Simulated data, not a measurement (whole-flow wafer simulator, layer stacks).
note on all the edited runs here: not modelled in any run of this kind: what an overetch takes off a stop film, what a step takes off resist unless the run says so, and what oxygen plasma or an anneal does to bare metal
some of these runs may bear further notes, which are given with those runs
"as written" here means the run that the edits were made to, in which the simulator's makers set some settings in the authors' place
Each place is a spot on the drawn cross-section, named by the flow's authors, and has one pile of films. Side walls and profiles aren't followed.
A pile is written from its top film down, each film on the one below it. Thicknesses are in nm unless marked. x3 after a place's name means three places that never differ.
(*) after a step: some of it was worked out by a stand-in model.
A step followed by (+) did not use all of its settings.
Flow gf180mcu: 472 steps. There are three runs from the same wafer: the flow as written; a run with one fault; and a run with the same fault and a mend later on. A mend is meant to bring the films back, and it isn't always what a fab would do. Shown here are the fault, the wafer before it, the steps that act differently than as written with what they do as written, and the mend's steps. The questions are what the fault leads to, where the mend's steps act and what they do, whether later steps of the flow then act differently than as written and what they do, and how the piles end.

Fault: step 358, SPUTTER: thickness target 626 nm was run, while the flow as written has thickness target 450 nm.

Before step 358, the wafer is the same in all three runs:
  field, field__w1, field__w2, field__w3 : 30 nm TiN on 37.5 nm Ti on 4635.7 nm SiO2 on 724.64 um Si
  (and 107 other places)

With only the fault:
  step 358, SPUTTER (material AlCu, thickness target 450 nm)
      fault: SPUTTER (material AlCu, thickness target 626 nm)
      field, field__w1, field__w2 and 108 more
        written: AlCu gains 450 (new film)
        fault: AlCu gains 626 (new film)
  Later steps of the flow acting differently than as written:
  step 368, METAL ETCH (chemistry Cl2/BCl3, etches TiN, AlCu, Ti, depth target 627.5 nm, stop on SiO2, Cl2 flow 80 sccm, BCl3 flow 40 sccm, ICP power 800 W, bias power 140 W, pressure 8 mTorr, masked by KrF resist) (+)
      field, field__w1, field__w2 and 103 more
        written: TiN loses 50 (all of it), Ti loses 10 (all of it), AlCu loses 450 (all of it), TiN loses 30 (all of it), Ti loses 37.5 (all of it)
        fault: TiN loses 50 (all of it), Ti loses 10 (all of it), AlCu loses 567.5
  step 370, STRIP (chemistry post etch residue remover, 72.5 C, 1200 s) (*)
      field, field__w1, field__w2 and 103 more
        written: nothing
        fault: AlCu loses 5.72
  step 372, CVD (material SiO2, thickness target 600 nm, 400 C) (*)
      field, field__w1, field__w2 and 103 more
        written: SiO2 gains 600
        fault: SiO2 gains 600 (new film)
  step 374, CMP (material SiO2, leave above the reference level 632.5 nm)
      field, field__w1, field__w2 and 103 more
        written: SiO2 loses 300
        fault: SiO2 loses 244.3
  The piles end different from the flow's at field, field__w1, field__w2 and 109 more by more than 2% or 0.5 nm, whichever is larger.
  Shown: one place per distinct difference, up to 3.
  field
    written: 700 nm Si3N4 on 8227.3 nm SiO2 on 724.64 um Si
    fault: 700 nm Si3N4 on 3647.3 nm SiO2 on 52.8 nm AlCu on 30 nm TiN on 37.5 nm Ti on 4635.7 nm SiO2 on 724.64 um Si
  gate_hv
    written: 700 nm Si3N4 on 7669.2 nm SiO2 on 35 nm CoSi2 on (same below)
    fault: 700 nm Si3N4 on 3647.3 nm SiO2 on 52.8 nm AlCu on 30 nm TiN on 37.5 nm Ti on 4077.6 nm SiO2 on 35 nm CoSi2 on (same below)
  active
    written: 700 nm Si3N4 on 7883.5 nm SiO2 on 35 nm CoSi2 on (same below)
    fault: 700 nm Si3N4 on 3647.3 nm SiO2 on 52.8 nm AlCu on 30 nm TiN on 37.5 nm Ti on 4291.9 nm SiO2 on 35 nm CoSi2 on (same below)

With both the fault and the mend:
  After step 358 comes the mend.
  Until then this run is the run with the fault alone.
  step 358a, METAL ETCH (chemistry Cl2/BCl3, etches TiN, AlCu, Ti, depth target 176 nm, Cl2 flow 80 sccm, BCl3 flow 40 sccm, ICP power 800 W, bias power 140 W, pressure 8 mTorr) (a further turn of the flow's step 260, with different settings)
      field, field__w1, field__w2 and 108 more
        AlCu loses 176
  None of the later steps of the flow acts differently than as written at any place that is followed.
  The piles end the same as the flow's at every place that both follow.
